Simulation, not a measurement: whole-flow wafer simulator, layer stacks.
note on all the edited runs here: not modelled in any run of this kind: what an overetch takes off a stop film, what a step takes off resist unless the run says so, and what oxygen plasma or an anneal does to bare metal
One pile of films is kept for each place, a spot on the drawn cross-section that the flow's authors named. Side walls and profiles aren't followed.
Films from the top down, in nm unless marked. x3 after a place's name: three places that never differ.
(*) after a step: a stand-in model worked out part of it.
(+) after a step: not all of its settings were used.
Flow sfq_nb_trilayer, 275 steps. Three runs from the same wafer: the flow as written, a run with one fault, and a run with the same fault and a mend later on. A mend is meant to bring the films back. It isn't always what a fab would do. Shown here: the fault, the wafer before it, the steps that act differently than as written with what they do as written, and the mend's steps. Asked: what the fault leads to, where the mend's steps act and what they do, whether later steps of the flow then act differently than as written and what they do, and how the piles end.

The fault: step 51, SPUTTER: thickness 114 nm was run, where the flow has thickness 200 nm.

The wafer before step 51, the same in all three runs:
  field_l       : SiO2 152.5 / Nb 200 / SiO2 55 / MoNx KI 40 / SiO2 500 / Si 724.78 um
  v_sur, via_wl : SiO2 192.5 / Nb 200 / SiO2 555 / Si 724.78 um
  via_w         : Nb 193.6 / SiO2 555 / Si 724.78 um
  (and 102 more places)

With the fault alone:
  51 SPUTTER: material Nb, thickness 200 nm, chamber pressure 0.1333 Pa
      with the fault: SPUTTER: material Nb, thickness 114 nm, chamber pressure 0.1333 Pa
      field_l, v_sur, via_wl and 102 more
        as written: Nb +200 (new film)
        with the fault: Nb +114 (new film)
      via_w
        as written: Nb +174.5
        with the fault: Nb +100.3
  Later steps of the flow that act differently than as written (3 more steps differ only slightly, by at most 2% or 0.5 nm, whichever is larger, and aren't shown):
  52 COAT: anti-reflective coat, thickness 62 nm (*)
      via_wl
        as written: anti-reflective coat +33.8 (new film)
        with the fault: anti-reflective coat +33.1 (new film)
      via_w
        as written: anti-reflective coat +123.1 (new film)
        with the fault: anti-reflective coat +119.3 (new film)
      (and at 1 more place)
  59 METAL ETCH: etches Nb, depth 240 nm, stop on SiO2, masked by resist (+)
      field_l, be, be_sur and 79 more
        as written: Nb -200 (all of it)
        with the fault: Nb -114 (all of it)
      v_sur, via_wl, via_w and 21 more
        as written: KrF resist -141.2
        with the fault: KrF resist -100.6
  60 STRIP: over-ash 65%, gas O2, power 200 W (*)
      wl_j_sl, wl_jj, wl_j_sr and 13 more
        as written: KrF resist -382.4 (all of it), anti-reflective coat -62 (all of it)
        with the fault: KrF resist -423 (all of it), anti-reflective coat -62 (all of it)
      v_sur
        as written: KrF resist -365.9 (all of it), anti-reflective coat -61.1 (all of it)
        with the fault: KrF resist -407.1 (all of it), anti-reflective coat -60.9 (all of it)
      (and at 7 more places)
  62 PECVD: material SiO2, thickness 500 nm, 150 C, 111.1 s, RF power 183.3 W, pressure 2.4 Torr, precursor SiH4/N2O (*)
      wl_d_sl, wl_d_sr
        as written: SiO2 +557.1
        with the fault: SiO2 +500
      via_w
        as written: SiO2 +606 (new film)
        with the fault: SiO2 +584.9 (new film)
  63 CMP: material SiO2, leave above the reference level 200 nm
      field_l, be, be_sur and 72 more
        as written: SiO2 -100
        with the fault: SiO2 -186
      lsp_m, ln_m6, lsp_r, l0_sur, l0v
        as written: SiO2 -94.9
        with the fault: SiO2 -186
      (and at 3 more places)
  At the end the piles differ from the flow's by more than 2% or 0.5 nm, whichever is larger, at field_l, v_sur, via_wl and 103 more.
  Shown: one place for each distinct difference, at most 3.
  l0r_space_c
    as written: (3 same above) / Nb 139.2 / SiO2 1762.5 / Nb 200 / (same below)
    with the fault: (3 same above) / Nb 139.2 / SiO2 1676.5 / Nb 200 / (same below)
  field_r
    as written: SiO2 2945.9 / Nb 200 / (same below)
    with the fault: SiO2 2859.9 / Nb 200 / (same below)
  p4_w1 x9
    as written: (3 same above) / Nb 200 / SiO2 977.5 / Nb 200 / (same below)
    with the fault: (3 same above) / Nb 200 / SiO2 891.5 / Nb 200 / (same below)

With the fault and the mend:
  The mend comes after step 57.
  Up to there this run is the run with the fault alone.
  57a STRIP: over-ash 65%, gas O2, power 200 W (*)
      p4_fl x3, p4_w1 x9, p4_g1 x2 and 47 more
        anti-reflective coat -62 (all of it)
      wl_j_sl, wl_jj, wl_j_sr and 13 more
        KrF resist -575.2 (all of it), anti-reflective coat -62 (all of it)
      r_sur, res, r_end and 8 more
        anti-reflective coat -61.8 (all of it)
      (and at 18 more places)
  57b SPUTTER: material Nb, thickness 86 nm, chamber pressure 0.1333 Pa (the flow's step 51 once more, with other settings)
      field_l, v_sur, via_wl and 102 more
        Nb +86
      via_w
        Nb +70
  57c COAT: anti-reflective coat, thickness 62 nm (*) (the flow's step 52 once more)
      p4_fl x3, p4_w1 x9, p4_g1 x2 and 63 more
        anti-reflective coat +62 (new film)
      r_sur, res, r_end and 9 more
        anti-reflective coat +61.8 (new film)
      jj_sur, ce_l, c5j, ce_r, sp_r, be_r
        anti-reflective coat +61.7 (new film)
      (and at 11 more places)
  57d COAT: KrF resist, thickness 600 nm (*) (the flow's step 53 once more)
      p4_fl x3, p4_w1 x9, p4_g1 x2 and 63 more
        KrF resist +600 (new film)
      res, r_end, moat, field_r, l0_sur
        KrF resist +599.4 (new film)
      lsp_l, ln_m5, lsp_m, ln_m6, lsp_r
        KrF resist +599.5 (new film)
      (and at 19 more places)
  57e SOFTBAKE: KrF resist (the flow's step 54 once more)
      changes no film at any place that is followed
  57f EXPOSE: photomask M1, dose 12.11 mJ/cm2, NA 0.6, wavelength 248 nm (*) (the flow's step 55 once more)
      changes no film at any place that is followed
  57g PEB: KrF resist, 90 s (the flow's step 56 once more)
      wire, be, be_sur and 96 more
        KrF resist -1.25
      field_l, via_v
        KrF resist -1.24
      via_wl, via_wr
        KrF resist -1.26
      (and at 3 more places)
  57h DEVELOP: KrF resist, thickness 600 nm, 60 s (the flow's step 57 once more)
      p4_fl x3, p4_w1 x9, p4_g1 x2 and 47 more
        KrF resist -598.7 (all of it)
      v_sur, via_wl, via_w and 21 more
        KrF resist -23.5
      moat, field_r, lsp_l, lsp_m, ln_m6, lsp_r, l0_sur
        KrF resist -598.2 (all of it)
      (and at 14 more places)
  No later step of the flow acts differently than as written, at any place that is followed, by more than 2% or 0.5 nm, whichever is larger.
  At the end the piles differ from the flow's only slightly at the places that both follow, by at most 2% or 0.5 nm, whichever is larger.
